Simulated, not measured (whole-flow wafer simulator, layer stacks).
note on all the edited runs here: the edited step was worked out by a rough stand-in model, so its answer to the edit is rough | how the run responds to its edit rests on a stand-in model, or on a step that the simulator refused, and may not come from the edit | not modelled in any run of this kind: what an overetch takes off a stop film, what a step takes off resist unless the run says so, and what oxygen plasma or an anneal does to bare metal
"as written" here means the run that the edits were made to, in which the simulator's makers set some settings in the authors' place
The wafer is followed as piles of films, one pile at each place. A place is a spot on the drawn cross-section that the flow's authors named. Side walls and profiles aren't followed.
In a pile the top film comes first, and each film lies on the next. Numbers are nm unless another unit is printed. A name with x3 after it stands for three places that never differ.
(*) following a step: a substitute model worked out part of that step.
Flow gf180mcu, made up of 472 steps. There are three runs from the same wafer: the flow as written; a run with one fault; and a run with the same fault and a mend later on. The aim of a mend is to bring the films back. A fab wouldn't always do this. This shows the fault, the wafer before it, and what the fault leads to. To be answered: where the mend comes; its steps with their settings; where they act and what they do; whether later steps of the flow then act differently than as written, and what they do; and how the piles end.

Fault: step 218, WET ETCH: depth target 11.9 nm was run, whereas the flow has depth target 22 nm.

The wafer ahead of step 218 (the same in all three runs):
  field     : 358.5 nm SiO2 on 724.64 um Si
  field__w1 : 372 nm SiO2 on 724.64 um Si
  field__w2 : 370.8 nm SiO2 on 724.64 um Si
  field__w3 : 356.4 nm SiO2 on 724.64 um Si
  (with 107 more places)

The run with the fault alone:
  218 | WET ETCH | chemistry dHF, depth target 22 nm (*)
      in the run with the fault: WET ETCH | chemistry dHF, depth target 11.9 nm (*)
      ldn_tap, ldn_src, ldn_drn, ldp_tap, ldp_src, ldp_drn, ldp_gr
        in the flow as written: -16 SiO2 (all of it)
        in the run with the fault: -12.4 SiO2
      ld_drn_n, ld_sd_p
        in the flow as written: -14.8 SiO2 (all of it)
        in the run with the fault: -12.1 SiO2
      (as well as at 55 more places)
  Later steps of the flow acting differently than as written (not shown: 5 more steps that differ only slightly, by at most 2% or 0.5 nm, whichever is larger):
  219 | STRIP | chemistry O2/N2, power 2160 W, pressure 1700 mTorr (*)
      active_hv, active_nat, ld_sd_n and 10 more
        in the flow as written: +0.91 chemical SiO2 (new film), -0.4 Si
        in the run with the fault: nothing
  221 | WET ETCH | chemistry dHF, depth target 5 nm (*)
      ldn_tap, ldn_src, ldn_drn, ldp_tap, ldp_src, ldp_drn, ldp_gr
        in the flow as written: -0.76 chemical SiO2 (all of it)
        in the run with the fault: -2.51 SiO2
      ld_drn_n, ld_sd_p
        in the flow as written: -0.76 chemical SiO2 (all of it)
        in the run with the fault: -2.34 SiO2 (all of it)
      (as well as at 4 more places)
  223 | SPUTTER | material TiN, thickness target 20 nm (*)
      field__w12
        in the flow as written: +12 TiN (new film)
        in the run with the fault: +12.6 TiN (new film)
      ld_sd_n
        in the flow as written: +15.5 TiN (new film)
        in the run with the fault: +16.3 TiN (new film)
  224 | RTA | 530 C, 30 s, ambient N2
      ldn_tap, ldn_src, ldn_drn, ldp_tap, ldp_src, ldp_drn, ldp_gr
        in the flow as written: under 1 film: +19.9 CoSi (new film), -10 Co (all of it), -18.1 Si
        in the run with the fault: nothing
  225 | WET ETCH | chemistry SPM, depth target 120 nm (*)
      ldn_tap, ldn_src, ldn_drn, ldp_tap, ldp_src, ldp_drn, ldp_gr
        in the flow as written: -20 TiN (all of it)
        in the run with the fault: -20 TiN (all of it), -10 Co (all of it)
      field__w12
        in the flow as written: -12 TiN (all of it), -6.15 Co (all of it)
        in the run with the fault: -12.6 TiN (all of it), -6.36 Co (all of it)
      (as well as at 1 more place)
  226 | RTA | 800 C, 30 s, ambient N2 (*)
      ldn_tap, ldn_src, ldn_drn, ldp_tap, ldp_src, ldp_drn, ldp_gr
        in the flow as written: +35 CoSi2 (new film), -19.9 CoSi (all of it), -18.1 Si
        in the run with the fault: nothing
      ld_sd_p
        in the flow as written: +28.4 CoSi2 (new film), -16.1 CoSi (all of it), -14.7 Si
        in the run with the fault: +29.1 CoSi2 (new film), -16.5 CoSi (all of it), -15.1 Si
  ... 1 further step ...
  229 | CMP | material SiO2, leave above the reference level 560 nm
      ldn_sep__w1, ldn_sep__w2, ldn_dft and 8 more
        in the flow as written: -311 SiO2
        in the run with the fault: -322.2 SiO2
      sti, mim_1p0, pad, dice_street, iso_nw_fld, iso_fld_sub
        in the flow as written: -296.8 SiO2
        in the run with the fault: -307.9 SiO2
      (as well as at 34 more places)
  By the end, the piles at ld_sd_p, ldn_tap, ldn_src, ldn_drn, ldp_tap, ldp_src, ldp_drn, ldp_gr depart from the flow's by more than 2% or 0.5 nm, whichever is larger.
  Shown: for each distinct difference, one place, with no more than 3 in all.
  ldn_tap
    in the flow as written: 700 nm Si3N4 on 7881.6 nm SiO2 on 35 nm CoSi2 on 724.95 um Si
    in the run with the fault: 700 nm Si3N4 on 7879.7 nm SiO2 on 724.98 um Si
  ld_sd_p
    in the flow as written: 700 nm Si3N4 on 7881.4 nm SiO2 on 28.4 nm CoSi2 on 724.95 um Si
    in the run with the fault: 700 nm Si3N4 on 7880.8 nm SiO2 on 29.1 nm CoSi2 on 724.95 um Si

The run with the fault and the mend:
  The mend follows step 218.
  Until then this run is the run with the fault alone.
  218a | WET ETCH | chemistry dHF, depth target 10.1 nm (*) (the flow's step 218 again, with other settings)
      field, field__w1, field__w2 and 47 more
        -10.1 SiO2
      ldn_tap, ldn_src, ldn_drn, ldp_tap, ldp_src, ldp_drn, ldp_gr
        -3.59 SiO2 (all of it)
      ld_drn_n, ld_sd_p
        -2.68 SiO2 (all of it)
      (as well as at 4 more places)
  Every later step of the flow that is run acts as written, at every place that is followed, to within 2% or 0.5 nm, whichever is larger.
  At the end the piles are close to the flow's at the places that both follow, differing by at most 2% or 0.5 nm, whichever is larger.
